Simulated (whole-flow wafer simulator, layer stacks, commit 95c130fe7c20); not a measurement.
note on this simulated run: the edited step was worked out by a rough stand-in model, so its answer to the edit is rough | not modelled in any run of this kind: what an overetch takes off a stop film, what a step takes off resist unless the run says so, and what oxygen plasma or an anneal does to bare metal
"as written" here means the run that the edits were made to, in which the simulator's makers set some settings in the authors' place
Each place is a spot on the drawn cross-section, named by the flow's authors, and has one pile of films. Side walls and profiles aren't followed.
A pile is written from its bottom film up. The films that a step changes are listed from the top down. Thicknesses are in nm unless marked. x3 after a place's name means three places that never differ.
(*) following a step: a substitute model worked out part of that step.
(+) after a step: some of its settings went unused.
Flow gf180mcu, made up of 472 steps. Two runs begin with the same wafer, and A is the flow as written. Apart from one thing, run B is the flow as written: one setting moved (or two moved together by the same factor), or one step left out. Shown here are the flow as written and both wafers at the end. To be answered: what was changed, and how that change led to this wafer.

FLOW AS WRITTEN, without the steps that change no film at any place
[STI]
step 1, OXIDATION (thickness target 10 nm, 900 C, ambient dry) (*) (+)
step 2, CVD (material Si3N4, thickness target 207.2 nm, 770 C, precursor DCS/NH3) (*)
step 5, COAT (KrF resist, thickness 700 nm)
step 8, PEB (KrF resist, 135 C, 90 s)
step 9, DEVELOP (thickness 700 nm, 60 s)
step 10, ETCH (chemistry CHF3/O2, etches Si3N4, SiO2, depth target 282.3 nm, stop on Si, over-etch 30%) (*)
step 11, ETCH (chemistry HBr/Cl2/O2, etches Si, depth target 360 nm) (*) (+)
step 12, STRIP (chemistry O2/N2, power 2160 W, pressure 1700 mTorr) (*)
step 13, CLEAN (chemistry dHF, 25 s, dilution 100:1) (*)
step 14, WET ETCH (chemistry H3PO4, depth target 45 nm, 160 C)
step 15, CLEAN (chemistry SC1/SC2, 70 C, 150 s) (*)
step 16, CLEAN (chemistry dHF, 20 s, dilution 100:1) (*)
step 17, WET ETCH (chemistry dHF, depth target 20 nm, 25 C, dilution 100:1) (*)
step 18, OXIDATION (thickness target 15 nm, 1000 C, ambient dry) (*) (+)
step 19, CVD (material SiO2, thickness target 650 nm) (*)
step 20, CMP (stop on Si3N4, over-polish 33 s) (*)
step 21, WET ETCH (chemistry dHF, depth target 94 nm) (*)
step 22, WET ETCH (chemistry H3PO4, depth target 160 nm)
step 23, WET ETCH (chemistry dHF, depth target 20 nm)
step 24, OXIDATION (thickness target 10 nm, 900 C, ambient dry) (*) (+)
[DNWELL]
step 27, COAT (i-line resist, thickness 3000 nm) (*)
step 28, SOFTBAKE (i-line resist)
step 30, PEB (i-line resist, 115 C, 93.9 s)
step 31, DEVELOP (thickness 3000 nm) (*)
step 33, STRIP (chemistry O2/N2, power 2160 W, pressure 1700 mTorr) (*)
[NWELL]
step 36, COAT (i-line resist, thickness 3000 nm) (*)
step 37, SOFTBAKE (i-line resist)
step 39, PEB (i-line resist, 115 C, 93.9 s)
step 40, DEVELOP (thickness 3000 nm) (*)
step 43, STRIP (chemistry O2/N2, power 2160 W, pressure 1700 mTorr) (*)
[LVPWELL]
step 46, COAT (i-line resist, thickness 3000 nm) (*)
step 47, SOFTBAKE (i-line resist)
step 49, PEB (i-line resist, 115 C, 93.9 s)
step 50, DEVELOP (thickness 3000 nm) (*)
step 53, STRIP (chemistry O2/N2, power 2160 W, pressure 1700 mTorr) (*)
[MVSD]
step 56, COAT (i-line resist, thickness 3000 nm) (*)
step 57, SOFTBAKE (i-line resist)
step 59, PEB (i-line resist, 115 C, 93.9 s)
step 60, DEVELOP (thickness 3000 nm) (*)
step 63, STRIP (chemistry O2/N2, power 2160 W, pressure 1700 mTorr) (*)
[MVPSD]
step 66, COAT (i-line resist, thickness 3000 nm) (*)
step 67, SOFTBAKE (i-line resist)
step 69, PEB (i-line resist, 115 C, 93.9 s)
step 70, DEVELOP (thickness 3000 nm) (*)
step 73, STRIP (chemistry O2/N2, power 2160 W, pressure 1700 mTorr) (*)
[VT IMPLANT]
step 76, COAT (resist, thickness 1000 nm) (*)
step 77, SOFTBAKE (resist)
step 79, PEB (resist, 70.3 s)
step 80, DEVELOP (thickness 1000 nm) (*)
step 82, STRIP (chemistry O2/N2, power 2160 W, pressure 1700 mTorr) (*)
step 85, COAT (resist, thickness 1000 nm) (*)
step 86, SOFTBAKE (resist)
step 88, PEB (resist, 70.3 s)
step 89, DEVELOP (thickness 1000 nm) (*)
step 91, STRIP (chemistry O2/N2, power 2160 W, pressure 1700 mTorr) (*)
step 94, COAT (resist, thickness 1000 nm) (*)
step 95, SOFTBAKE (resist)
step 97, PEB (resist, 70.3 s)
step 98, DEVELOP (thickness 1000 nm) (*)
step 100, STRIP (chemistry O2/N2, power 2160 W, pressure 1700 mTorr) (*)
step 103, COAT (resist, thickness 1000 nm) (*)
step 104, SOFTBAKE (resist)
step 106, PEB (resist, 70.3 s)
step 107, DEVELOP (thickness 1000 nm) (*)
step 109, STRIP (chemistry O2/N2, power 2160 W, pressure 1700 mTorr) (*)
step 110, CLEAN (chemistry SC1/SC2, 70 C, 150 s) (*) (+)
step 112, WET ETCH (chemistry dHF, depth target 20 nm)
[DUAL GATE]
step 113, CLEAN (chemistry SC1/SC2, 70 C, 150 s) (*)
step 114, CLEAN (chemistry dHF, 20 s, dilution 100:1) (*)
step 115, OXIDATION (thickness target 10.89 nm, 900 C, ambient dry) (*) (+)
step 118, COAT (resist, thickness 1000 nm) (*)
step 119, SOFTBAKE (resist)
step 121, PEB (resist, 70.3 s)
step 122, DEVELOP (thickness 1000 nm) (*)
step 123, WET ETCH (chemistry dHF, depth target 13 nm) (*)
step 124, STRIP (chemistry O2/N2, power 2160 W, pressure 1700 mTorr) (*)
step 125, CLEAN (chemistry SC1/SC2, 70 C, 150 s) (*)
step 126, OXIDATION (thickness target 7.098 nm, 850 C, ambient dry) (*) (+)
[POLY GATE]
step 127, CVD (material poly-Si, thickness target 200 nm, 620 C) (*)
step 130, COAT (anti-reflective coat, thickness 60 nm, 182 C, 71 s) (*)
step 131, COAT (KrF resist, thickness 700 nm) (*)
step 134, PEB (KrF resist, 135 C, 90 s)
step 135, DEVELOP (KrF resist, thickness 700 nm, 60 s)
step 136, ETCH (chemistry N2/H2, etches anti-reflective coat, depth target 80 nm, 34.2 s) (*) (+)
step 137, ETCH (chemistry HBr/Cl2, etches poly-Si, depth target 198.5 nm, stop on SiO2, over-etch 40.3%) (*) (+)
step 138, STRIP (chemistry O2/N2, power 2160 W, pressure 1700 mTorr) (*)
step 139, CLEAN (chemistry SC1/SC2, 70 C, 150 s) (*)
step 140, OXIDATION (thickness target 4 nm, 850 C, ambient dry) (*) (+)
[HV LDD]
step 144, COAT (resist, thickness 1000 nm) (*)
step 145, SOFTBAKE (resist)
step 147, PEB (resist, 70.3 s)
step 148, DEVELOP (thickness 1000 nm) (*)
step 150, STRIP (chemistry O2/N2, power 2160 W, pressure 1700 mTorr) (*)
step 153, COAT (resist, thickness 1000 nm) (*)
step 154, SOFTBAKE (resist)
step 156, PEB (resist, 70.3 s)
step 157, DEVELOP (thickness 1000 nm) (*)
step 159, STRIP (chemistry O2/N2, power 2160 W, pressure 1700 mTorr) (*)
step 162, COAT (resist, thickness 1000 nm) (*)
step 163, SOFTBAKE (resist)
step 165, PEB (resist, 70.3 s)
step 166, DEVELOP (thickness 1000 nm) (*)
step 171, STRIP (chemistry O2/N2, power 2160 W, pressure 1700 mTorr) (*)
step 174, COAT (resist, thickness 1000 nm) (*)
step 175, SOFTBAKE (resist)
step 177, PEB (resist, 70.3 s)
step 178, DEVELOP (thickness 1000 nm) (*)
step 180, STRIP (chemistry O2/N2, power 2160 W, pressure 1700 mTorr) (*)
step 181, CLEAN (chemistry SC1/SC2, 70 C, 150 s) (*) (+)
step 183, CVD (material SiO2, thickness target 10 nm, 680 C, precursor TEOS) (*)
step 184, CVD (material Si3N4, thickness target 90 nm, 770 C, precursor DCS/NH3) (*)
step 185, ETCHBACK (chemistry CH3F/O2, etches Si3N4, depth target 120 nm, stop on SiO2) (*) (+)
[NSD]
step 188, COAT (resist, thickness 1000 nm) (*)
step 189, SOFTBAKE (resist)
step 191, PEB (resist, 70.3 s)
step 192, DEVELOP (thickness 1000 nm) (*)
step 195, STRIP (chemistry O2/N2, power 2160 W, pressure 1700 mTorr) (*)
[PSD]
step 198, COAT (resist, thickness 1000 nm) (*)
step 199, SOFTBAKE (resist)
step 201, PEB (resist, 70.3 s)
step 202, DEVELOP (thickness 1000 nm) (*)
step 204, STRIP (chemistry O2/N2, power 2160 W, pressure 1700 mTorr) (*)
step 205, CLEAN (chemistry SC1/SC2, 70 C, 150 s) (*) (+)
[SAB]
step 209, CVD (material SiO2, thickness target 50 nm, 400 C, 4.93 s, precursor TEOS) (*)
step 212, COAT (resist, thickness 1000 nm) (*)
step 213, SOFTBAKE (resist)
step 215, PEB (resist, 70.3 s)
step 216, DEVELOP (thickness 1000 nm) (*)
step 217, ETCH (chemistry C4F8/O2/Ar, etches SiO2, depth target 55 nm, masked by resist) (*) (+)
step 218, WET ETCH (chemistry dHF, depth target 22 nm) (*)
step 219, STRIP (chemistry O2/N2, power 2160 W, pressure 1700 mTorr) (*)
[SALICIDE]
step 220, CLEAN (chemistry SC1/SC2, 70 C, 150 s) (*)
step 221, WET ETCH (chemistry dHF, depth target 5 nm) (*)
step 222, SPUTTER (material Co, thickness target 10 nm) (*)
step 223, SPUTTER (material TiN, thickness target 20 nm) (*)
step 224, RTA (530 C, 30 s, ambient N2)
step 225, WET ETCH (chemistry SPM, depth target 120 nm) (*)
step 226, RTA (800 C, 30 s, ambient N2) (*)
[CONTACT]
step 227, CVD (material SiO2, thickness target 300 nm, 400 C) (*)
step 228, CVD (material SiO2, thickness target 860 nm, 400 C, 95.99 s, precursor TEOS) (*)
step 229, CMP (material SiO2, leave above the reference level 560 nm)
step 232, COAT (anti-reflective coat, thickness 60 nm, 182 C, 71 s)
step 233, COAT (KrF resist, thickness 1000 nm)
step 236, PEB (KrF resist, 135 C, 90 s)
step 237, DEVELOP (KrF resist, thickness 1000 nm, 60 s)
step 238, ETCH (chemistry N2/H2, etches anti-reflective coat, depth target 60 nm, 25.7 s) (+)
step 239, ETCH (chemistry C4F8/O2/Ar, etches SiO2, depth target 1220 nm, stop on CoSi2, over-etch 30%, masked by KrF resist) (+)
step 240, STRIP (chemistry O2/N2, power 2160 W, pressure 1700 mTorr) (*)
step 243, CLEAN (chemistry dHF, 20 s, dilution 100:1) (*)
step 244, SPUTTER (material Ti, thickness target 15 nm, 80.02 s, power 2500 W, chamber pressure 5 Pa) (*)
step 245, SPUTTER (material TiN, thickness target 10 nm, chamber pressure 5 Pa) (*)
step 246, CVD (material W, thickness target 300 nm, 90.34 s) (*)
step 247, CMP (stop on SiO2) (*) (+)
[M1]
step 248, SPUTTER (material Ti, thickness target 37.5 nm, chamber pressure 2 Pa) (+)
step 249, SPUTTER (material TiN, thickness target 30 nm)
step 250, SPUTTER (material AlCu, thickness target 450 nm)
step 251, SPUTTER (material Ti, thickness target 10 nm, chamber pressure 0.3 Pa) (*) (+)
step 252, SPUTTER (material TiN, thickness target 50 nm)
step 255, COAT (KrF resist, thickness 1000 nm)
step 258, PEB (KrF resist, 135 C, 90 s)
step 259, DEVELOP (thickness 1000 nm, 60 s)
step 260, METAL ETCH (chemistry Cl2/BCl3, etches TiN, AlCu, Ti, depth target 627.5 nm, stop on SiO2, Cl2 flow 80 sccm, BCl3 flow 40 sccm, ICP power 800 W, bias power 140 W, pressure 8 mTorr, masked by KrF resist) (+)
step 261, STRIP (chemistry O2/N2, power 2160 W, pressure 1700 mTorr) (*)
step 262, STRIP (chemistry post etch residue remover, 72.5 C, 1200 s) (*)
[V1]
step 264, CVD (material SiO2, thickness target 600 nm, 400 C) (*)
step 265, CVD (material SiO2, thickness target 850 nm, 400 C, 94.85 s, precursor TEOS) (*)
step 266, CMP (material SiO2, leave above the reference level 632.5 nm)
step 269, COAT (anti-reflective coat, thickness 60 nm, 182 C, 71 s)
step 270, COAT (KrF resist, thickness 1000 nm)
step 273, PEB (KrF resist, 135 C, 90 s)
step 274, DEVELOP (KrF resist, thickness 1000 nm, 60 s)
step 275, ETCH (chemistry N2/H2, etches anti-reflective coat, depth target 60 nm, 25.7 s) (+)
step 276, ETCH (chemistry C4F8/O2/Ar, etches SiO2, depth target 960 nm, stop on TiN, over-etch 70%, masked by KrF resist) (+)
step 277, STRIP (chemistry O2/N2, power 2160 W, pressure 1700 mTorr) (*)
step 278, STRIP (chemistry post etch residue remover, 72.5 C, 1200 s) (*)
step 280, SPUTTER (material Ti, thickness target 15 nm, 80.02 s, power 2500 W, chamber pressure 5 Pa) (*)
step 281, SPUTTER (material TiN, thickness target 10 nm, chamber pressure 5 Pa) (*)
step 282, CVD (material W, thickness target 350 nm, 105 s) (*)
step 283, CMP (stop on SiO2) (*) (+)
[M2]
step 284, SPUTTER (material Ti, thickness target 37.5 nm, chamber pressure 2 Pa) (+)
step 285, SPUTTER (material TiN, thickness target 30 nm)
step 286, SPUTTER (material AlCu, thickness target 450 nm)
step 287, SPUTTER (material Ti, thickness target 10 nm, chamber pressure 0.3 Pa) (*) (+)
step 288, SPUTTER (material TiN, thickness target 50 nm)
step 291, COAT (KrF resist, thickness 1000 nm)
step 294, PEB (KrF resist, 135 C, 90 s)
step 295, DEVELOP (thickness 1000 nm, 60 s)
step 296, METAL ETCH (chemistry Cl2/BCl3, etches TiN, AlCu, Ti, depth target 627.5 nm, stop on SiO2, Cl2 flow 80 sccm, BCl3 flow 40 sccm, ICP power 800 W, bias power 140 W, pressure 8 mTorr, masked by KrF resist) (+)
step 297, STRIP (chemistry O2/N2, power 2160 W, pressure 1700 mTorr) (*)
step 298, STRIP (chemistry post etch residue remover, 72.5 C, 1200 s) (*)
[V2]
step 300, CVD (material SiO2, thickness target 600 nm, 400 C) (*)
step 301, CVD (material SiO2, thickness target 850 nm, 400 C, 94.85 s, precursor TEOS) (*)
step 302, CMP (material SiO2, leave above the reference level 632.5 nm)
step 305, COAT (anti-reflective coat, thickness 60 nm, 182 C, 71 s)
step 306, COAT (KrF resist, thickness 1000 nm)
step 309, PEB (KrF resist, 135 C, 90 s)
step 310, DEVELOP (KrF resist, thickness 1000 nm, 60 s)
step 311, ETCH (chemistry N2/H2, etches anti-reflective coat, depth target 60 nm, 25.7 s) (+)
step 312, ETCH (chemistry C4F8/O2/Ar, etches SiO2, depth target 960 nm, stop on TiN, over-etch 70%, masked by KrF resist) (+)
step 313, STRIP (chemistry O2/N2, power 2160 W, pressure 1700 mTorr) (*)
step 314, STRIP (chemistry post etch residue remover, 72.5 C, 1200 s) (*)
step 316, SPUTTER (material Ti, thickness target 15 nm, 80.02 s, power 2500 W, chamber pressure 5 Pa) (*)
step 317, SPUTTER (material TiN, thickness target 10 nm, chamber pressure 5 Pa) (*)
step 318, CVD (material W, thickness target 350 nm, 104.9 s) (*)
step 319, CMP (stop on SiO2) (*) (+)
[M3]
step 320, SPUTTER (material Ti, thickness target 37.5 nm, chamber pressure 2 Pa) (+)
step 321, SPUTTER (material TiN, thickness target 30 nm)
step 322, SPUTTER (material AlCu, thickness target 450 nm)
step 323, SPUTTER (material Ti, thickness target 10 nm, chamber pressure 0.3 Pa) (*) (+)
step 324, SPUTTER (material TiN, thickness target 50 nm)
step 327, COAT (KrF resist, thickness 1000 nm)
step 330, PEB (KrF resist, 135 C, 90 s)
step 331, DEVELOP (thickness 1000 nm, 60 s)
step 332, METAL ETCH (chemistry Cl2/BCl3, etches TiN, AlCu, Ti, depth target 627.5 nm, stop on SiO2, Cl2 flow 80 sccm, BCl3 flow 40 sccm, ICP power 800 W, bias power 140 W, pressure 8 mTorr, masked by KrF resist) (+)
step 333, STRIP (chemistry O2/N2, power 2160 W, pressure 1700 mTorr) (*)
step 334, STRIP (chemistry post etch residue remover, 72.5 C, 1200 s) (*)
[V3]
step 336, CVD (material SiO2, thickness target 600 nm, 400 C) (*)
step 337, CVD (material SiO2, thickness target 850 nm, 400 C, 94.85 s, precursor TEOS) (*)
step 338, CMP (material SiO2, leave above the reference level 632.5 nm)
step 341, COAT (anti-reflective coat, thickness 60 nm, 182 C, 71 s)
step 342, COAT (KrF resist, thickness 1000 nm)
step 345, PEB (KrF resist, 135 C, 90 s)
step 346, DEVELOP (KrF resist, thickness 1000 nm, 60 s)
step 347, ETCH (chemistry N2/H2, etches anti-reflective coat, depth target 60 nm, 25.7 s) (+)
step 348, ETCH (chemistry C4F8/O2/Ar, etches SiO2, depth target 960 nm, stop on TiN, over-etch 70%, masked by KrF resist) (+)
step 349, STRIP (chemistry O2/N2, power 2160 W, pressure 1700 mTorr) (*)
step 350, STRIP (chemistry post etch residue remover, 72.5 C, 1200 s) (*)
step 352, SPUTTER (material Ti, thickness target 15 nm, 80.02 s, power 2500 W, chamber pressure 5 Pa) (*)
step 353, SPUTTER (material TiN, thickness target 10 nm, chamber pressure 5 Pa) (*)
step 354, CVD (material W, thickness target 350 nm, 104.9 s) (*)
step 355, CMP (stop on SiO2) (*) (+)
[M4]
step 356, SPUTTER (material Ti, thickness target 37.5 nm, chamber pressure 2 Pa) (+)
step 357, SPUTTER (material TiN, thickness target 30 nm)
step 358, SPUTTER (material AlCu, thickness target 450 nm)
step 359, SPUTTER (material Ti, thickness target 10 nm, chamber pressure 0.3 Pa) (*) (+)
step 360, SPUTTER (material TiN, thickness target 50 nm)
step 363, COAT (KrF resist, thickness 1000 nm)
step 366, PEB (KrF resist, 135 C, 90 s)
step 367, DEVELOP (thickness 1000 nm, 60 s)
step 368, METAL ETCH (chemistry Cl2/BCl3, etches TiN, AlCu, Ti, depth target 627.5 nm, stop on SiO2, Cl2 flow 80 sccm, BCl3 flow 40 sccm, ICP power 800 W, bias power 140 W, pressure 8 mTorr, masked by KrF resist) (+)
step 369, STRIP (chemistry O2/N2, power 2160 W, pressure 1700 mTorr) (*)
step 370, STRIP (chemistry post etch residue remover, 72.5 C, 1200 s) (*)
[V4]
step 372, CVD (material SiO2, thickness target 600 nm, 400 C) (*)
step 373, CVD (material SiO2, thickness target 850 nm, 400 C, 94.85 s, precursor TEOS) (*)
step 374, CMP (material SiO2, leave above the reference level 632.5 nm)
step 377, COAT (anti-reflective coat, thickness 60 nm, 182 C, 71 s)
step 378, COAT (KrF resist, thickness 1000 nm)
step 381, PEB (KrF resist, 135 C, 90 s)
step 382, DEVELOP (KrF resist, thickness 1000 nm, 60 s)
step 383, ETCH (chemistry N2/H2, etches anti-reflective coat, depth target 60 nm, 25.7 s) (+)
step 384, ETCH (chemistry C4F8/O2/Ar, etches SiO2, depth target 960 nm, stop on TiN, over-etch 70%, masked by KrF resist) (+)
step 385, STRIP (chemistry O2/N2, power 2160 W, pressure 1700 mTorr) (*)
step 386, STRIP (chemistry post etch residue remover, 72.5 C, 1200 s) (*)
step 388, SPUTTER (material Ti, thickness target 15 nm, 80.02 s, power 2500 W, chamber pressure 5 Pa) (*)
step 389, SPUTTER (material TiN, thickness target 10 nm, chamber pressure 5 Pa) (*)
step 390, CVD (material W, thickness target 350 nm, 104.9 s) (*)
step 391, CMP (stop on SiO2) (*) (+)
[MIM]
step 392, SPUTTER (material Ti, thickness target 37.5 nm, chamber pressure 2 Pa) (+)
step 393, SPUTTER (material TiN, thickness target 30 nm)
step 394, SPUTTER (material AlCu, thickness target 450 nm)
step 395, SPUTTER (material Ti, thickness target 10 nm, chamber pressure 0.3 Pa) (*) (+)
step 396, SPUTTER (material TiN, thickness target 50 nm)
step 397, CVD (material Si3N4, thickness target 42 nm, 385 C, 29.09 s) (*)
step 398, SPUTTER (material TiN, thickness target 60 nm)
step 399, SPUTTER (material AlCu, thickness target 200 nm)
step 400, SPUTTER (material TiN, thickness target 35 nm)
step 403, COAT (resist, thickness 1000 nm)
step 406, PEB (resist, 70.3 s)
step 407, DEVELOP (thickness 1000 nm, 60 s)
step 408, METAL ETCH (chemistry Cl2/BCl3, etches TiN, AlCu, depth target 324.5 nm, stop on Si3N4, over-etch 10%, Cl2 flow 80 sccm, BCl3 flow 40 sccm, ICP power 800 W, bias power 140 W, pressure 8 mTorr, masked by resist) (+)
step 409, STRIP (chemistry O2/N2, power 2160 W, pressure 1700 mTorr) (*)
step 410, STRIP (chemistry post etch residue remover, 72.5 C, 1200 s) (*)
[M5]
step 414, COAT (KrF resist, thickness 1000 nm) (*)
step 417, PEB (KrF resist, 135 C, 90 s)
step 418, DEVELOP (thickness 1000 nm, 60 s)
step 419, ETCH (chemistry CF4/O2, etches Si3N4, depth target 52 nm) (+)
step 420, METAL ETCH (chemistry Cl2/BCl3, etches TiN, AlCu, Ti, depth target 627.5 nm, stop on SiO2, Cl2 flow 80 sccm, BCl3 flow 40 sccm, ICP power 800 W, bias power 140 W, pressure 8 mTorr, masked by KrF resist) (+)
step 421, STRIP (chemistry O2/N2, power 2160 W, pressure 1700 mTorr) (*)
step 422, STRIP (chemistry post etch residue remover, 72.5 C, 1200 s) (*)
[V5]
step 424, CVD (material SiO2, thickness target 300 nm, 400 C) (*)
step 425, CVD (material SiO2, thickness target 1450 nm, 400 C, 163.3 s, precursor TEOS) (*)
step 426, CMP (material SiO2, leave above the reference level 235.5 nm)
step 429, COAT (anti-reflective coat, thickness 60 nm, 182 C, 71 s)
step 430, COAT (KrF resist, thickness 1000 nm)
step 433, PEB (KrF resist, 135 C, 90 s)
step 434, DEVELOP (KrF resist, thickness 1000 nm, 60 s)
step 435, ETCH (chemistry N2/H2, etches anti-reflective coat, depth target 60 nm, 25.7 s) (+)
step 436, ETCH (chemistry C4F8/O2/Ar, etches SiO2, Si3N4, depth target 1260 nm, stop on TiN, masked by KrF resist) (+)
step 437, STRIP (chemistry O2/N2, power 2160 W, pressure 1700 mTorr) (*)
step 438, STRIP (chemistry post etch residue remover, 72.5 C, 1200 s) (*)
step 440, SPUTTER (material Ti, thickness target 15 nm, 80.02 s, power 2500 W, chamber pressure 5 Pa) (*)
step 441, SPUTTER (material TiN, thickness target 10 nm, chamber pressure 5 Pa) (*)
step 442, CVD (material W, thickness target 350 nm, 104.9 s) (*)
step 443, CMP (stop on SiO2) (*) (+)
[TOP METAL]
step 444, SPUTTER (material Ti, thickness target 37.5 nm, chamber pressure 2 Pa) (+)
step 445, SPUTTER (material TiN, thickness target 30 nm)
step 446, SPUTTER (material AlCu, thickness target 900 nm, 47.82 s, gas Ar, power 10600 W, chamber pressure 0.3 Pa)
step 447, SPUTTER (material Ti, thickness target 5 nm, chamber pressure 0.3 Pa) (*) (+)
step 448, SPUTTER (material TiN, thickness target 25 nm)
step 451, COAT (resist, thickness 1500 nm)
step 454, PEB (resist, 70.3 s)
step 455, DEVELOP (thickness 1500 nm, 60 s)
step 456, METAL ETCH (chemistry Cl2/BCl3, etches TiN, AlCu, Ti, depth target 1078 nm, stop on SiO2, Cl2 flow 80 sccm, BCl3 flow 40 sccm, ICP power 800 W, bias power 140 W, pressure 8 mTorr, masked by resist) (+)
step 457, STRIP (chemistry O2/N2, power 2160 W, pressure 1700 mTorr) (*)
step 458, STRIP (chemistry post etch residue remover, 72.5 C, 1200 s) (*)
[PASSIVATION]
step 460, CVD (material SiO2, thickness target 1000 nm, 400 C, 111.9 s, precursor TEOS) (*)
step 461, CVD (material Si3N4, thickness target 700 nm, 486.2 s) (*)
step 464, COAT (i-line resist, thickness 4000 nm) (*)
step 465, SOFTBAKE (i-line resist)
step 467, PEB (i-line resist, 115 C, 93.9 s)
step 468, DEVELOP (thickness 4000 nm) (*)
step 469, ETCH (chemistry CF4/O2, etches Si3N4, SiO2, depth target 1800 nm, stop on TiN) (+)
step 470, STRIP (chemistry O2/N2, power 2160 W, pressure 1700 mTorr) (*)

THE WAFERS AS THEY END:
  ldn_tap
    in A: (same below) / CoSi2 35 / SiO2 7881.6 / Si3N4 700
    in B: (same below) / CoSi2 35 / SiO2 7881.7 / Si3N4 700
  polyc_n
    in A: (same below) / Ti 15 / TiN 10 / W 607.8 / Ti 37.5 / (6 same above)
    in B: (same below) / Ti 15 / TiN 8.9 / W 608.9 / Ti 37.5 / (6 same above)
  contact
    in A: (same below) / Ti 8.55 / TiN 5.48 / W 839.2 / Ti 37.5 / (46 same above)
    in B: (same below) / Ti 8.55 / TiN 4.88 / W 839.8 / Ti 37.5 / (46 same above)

Cause: step 245, SPUTTER: thickness target 8.9 nm was run, whereas the flow has thickness target 10 nm.
One can read it off the wafer: polyc_n has TiN 8.9, and step 245 as written asks for 10 nm.

The path from the change to this, step by step:
  step 245, SPUTTER (material TiN, thickness target 10 nm, chamber pressure 5 Pa) (*)
      field, field__w1, field__w2 and 107 more: A +10 TiN (new film) | B +8.9 TiN (new film)
      contact: A +5.48 TiN (new film) | B +4.88 TiN (new film)
  step 247, CMP (stop on SiO2) (*) (+)
      field, field__w1, field__w2 and 105 more: A -300 W (all of it), -10 TiN (all of it), -15 Ti (all of it), -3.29 SiO2 | B -300 W (all of it), -8.9 TiN (all of it), -15 Ti (all of it), -3.28 SiO2
